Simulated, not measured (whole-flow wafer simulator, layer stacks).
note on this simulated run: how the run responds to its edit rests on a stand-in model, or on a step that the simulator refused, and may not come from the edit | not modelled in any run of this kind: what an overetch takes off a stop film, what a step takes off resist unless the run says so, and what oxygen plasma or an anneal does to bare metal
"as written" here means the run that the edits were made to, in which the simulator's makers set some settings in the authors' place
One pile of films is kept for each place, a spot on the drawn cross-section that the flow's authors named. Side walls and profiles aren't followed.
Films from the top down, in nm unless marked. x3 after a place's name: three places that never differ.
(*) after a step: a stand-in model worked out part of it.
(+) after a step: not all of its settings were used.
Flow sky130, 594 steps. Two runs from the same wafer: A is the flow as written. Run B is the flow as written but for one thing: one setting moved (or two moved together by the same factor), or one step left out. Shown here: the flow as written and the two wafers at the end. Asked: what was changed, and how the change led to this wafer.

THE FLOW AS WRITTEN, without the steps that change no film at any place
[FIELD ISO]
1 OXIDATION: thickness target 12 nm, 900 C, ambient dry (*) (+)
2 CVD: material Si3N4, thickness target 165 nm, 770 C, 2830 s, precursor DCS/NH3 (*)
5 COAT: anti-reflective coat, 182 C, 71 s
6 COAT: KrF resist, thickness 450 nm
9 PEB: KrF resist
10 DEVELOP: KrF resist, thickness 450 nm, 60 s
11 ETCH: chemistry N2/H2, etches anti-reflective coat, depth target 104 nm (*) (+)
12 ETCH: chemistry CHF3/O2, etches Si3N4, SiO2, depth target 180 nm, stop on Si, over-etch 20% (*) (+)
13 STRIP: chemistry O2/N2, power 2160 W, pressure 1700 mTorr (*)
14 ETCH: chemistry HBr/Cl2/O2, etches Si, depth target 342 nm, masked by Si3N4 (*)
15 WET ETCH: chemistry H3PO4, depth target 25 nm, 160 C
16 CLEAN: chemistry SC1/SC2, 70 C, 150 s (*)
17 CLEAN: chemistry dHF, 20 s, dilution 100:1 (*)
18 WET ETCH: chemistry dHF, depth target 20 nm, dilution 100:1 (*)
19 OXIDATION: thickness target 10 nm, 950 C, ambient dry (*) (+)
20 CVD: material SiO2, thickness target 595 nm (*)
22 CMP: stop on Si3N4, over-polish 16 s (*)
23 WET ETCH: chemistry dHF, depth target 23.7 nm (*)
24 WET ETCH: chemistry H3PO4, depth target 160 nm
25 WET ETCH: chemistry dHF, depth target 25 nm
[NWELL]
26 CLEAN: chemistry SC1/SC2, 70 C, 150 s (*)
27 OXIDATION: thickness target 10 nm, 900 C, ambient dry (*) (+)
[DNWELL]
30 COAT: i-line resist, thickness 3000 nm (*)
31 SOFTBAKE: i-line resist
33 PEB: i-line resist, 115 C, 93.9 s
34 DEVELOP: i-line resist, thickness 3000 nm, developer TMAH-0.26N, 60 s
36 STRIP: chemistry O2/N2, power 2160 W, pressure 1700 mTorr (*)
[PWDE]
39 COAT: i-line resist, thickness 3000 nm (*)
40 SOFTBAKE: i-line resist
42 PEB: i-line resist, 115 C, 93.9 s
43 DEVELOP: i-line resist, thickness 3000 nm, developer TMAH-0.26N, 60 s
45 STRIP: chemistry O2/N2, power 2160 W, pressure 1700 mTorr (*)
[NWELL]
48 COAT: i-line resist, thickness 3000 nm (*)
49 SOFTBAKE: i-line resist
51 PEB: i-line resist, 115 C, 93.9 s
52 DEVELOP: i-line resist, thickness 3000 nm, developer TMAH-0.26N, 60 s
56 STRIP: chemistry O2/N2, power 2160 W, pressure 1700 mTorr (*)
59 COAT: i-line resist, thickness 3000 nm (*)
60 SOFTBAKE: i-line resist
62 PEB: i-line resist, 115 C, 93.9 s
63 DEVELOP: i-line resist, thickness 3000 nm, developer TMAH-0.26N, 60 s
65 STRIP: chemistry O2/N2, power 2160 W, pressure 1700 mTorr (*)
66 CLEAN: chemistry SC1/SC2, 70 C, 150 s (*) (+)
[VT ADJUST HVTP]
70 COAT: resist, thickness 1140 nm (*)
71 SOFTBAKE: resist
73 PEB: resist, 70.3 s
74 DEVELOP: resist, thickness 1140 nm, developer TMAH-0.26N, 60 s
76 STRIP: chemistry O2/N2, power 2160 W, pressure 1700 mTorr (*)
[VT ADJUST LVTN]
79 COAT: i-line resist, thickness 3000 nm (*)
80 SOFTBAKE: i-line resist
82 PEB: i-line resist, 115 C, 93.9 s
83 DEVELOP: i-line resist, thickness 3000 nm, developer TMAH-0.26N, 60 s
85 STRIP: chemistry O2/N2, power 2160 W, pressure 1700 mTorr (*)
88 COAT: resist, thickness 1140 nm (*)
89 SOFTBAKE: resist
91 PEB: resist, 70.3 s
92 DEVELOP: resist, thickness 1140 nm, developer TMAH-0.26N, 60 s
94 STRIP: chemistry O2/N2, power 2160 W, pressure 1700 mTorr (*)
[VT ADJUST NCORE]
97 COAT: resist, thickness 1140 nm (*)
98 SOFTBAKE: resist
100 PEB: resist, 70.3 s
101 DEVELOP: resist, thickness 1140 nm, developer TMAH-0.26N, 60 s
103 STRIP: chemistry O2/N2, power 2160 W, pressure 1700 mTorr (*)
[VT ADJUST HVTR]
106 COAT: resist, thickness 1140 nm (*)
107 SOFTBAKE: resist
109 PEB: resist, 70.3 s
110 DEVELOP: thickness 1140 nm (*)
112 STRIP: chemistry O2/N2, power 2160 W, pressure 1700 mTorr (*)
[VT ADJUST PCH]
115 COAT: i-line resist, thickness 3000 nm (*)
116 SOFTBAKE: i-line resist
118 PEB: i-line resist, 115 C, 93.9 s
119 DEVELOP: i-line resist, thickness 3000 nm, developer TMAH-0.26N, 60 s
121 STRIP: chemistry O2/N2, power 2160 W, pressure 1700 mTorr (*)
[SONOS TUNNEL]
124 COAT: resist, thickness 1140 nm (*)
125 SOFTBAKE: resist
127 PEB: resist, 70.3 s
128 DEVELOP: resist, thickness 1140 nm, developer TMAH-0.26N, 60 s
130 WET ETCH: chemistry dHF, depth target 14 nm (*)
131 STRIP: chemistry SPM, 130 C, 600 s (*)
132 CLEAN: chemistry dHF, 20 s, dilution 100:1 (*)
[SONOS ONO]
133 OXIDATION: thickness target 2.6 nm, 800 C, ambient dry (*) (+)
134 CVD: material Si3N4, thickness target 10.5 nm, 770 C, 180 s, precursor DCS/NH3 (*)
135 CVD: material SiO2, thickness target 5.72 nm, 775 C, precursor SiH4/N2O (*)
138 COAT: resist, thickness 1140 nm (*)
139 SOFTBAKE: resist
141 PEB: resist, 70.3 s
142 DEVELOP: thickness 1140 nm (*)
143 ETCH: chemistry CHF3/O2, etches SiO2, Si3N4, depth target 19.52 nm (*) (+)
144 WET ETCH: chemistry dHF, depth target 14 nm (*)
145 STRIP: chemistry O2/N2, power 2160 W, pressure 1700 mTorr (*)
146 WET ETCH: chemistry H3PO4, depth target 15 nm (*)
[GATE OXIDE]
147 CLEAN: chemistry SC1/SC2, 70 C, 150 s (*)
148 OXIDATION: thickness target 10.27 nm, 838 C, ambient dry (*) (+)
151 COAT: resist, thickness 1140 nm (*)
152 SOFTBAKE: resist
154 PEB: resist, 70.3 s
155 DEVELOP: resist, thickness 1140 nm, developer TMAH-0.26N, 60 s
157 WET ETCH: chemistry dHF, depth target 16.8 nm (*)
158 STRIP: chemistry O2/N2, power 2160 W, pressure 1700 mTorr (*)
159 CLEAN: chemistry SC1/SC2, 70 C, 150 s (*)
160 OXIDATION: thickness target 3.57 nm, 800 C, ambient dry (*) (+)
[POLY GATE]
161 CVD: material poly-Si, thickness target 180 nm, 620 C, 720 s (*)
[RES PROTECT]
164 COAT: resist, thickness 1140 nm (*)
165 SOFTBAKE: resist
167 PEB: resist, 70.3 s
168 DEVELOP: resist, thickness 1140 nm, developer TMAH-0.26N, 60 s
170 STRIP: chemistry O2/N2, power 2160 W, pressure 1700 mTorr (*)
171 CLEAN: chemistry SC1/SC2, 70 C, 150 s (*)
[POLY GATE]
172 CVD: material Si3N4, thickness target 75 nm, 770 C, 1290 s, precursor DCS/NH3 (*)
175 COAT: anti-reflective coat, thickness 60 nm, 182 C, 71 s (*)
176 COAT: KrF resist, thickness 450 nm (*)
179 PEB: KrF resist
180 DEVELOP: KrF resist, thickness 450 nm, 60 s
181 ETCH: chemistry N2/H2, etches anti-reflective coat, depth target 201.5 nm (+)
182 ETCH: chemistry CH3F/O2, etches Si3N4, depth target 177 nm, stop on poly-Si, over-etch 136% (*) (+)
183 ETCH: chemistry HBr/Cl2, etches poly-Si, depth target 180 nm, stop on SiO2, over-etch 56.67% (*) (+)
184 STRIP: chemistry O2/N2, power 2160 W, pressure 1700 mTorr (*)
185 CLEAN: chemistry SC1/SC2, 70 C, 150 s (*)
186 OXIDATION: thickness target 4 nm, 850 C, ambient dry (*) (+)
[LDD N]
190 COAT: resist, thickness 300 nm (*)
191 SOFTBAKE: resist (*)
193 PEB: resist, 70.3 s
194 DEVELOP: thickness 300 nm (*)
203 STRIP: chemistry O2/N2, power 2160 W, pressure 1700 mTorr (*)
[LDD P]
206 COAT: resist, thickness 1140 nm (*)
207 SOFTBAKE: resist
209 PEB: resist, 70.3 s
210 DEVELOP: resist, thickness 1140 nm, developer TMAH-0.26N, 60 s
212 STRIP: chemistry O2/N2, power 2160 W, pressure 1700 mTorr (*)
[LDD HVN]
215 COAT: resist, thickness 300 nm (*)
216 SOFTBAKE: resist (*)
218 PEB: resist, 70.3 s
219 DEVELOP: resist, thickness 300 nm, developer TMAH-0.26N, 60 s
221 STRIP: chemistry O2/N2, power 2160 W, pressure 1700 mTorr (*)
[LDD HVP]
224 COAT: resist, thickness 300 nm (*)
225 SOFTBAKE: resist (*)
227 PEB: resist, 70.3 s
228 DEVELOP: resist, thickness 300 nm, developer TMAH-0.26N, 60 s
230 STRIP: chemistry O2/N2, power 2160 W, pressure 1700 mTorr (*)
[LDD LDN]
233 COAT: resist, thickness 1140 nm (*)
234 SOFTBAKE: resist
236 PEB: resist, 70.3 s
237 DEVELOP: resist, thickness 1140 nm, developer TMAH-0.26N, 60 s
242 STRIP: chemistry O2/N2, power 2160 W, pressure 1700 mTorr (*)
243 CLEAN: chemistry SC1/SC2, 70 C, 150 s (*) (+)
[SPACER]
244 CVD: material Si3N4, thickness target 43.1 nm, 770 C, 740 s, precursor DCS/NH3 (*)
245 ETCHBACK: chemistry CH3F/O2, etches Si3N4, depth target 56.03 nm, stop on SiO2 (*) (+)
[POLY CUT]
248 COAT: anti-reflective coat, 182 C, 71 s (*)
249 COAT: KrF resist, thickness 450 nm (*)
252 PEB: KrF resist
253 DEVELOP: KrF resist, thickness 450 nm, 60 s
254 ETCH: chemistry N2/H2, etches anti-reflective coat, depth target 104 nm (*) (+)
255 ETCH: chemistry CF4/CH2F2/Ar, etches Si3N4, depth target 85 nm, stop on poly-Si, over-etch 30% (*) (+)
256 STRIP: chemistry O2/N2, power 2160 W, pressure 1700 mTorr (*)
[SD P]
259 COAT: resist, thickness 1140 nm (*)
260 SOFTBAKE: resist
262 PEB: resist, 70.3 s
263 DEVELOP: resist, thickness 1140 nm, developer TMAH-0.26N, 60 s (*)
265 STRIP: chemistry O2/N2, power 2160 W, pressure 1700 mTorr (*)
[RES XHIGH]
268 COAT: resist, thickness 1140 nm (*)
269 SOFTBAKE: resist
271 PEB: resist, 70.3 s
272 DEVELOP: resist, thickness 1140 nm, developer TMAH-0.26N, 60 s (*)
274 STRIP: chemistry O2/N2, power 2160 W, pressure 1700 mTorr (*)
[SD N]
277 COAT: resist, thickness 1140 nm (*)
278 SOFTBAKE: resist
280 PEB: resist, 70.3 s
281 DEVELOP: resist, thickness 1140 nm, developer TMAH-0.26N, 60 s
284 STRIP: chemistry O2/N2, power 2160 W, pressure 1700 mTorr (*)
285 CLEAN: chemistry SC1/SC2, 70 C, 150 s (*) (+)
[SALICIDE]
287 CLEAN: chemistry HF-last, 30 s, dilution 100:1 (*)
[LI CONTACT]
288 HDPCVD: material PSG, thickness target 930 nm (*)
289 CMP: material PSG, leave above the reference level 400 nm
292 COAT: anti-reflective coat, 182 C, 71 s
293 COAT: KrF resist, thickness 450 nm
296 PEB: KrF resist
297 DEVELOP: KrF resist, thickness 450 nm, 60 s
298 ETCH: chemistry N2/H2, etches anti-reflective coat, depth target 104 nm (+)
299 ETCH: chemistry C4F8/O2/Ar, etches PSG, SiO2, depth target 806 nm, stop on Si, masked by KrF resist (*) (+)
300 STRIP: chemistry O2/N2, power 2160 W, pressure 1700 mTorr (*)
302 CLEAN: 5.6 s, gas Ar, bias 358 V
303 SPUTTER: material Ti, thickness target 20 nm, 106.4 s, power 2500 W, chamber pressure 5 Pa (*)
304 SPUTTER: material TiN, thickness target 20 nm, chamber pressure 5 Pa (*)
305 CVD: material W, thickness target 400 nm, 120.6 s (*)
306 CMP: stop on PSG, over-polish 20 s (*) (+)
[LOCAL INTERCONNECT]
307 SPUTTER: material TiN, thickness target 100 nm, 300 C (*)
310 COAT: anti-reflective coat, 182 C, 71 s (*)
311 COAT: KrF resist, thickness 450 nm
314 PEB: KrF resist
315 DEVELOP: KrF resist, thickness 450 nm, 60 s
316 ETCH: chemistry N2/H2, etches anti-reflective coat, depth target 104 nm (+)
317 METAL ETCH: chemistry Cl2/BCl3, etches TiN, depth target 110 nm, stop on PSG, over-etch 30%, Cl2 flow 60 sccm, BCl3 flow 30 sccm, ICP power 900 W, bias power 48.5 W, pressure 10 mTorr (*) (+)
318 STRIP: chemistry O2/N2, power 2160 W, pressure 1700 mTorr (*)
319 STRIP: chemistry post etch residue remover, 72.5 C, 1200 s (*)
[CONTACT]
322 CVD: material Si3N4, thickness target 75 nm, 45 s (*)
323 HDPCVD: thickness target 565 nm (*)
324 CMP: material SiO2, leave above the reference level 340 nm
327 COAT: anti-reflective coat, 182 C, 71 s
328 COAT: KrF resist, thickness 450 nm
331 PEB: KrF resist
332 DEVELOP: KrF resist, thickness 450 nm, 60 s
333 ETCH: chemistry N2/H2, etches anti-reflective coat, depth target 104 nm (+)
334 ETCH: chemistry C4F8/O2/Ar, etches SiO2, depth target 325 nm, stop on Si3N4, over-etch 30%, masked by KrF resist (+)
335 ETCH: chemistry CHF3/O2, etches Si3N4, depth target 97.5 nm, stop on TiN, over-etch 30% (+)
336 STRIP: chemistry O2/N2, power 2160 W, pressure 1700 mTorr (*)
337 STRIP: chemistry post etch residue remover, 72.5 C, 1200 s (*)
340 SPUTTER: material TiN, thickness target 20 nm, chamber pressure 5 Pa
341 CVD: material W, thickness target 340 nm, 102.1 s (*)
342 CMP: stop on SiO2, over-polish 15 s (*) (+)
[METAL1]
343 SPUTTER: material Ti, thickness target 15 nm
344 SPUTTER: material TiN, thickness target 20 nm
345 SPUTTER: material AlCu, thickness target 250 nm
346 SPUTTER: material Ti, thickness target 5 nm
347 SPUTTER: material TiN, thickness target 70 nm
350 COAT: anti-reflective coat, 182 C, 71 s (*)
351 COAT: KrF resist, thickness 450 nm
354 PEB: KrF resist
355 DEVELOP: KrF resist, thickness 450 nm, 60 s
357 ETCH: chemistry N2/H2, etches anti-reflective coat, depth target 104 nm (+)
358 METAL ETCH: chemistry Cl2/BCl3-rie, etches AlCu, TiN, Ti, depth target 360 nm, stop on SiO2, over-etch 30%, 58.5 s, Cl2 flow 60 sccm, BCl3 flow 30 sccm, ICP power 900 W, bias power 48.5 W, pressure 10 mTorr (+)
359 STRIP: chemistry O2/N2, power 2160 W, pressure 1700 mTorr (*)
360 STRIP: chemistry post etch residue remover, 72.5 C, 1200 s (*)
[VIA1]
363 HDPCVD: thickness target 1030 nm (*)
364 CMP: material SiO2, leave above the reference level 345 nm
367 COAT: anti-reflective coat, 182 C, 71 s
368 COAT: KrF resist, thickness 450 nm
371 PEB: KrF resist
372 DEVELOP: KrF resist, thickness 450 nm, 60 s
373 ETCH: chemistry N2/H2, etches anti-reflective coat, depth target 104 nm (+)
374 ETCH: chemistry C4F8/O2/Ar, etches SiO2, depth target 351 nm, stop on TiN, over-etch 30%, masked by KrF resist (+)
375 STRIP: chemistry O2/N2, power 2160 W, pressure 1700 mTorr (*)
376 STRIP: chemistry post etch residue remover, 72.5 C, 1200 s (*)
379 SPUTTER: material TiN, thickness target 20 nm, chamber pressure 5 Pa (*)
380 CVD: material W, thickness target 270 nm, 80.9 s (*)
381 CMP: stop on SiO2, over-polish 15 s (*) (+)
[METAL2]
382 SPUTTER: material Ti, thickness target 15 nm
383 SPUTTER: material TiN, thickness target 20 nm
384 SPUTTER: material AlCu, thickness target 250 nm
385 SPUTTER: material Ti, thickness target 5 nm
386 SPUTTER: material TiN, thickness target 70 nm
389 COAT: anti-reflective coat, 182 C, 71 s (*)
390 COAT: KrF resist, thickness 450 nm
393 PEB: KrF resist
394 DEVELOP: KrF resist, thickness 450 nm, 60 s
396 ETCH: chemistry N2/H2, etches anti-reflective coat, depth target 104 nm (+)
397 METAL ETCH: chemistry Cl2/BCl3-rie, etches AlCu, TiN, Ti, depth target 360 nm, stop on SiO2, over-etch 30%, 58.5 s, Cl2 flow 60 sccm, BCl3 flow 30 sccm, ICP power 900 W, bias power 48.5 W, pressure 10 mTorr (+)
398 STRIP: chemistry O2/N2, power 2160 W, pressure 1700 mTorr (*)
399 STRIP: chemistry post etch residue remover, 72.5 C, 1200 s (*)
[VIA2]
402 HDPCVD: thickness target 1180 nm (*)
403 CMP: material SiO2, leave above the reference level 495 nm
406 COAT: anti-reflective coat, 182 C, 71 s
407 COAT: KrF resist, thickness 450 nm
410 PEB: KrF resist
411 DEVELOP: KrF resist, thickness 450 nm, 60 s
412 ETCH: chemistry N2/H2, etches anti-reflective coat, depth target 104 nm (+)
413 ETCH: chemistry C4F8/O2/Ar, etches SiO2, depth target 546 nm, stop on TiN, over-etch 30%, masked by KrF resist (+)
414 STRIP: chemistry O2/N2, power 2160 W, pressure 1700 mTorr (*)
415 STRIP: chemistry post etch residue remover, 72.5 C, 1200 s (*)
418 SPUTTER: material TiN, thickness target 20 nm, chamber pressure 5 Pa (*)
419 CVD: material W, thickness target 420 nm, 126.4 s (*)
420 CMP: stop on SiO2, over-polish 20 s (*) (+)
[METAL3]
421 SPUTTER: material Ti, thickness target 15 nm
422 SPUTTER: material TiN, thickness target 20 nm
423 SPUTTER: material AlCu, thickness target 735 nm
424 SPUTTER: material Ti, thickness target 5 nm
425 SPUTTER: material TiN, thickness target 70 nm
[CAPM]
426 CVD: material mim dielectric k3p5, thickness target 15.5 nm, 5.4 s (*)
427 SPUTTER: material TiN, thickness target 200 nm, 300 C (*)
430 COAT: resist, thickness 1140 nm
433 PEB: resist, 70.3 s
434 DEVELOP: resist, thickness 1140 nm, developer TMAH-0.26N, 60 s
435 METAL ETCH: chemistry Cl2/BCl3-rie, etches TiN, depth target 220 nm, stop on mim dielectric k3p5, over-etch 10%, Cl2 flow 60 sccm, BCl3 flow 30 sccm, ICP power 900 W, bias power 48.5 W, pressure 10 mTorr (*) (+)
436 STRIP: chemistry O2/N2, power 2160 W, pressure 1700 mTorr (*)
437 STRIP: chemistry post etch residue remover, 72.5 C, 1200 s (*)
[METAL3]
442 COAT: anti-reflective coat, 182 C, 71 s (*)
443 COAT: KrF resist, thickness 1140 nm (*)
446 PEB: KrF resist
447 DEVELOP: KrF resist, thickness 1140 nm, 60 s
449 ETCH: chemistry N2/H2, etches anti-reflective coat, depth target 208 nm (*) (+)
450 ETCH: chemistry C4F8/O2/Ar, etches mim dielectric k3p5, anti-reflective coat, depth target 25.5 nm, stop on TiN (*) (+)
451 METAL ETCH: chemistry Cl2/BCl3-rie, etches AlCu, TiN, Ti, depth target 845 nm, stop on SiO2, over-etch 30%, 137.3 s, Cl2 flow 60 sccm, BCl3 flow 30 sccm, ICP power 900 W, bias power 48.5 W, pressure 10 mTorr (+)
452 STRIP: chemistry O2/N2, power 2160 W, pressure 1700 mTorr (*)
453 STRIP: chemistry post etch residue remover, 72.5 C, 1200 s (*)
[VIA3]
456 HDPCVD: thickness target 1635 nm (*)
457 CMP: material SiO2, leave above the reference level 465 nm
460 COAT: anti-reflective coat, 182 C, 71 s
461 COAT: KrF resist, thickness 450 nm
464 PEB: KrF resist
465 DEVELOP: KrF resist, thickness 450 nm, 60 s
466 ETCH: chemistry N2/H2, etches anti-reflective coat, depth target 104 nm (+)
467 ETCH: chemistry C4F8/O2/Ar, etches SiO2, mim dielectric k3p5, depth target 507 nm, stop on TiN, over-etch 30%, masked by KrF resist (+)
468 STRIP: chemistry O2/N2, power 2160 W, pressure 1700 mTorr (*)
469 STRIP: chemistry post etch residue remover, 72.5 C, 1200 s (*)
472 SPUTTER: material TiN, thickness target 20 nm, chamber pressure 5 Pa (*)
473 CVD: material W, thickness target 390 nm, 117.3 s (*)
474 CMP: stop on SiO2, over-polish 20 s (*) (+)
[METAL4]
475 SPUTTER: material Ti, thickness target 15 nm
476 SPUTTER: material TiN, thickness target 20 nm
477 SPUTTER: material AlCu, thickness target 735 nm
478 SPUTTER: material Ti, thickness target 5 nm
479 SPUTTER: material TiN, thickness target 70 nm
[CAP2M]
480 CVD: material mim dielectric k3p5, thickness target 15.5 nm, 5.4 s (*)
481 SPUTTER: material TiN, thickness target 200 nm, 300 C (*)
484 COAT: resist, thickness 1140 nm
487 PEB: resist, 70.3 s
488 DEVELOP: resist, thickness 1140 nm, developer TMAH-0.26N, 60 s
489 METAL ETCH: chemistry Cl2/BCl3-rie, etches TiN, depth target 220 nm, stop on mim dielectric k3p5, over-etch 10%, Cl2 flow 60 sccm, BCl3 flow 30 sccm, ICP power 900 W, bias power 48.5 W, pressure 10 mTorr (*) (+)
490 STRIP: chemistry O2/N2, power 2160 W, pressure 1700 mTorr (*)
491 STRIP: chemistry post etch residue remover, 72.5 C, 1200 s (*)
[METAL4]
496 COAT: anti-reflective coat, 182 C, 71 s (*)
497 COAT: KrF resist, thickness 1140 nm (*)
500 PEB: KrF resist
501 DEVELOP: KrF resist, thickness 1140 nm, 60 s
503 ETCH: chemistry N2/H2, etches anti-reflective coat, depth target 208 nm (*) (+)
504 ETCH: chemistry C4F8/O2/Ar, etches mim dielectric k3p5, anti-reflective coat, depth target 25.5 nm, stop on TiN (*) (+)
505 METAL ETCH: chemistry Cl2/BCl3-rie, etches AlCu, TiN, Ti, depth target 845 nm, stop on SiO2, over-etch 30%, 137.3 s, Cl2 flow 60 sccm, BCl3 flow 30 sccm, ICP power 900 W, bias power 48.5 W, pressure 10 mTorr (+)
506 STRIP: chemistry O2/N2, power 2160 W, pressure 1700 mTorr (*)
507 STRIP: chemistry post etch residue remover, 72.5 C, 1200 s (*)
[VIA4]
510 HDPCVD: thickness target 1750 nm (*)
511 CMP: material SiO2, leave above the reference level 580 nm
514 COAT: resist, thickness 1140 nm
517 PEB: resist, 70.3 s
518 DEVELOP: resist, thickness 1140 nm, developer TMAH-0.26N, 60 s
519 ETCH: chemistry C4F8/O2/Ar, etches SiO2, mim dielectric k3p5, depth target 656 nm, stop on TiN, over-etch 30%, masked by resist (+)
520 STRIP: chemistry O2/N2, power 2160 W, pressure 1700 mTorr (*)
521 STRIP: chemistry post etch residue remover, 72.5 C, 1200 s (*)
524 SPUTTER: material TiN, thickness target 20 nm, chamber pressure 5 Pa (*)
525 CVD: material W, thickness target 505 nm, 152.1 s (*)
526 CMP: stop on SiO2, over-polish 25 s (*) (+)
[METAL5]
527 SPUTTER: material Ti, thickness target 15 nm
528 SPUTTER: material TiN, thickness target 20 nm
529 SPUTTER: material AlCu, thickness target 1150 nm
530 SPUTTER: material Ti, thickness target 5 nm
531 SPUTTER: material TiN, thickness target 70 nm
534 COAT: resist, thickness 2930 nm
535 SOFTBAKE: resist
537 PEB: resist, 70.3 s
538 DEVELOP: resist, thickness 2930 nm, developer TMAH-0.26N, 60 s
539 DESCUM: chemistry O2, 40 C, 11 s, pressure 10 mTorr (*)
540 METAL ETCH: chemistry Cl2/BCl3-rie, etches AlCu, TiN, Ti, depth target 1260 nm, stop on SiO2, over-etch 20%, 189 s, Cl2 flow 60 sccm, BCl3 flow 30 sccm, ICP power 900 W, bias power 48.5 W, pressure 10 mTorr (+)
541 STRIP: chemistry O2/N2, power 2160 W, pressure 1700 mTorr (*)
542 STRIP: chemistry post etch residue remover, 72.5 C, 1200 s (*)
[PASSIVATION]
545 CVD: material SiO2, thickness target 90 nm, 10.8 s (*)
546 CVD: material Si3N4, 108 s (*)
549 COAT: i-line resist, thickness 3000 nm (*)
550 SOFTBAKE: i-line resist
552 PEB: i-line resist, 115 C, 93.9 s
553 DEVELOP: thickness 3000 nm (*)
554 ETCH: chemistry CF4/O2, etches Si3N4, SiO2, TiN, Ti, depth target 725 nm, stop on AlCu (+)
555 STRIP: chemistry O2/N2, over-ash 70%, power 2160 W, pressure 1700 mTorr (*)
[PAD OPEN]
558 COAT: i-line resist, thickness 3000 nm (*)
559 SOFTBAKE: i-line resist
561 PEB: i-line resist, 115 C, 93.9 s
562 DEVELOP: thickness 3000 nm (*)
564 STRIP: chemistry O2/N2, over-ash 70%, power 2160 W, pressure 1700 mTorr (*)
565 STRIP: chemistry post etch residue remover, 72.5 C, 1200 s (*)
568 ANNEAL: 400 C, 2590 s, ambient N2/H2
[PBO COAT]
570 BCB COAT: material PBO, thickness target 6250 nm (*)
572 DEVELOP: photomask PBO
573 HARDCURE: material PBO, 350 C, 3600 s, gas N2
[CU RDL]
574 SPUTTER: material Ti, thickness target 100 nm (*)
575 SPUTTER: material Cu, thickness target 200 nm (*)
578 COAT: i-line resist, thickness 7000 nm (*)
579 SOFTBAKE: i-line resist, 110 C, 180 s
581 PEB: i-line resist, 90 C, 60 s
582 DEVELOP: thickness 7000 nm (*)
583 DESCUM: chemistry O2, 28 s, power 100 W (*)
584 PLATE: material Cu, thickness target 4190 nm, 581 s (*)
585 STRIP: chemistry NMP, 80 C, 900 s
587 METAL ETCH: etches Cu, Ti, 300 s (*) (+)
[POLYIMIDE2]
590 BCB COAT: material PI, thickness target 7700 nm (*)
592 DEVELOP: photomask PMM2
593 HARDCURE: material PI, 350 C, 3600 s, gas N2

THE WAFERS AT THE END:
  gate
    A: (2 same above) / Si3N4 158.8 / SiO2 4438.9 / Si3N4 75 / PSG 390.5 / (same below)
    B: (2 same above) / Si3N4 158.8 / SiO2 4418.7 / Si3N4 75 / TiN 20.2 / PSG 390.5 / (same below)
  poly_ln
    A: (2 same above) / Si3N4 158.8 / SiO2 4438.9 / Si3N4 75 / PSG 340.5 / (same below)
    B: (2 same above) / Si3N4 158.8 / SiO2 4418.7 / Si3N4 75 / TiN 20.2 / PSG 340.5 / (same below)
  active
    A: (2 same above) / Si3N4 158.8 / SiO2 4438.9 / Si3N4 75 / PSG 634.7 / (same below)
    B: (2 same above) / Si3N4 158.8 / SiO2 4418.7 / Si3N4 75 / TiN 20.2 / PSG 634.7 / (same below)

The cause: step 316, ETCH: depth target 49.4 nm was run, where the flow has depth target 104 nm.

How the change led to this, step by step:
  316 ETCH: chemistry N2/H2, etches anti-reflective coat, depth target 104 nm (+)
      field, active, gate and 87 more: A anti-reflective coat -80 (all of it), TiN -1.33 | B anti-reflective coat -49.4
      rpo_hd: A anti-reflective coat -80 (all of it), TiN -1.34 | B anti-reflective coat -49.4
      (and at 100 more places)
  317 METAL ETCH: chemistry Cl2/BCl3, etches TiN, depth target 110 nm, stop on PSG, over-etch 30%, Cl2 flow 60 sccm, BCl3 flow 30 sccm, ICP power 900 W, bias power 48.5 W, pressure 10 mTorr (*) (+)
      field, active, gate and 88 more: A TiN -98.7 (all of it) | B anti-reflective coat -30.6 (all of it), TiN -79.4
  318 STRIP: chemistry O2/N2, power 2160 W, pressure 1700 mTorr (*)
      n_well, p_well, gate_hv and 93 more: A KrF resist -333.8 (all of it), anti-reflective coat -80 (all of it) | B KrF resist -364.2 (all of it), anti-reflective coat -80 (all of it)
      poly_licon, ndiff_licon, ndiff_licon_cpp, rpo_hd_licon: A KrF resist -333.9 (all of it), anti-reflective coat -80.5 (all of it) | B KrF resist -364.2 (all of it), anti-reflective coat -80.5 (all of it)
  324 CMP: material SiO2, leave above the reference level 340 nm
      field, active, gate and 88 more: A SiO2 -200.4 | B SiO2 -220.6
Counting metal films that touch as one body, gate has 1 body; the flow as written gives 0 bodies.
Counting metal films that touch as one body, poly_ln has 1 body; the flow as written gives 0 bodies.
Counting metal films that touch as one body, active has 1 body; the flow as written gives 0 bodies.
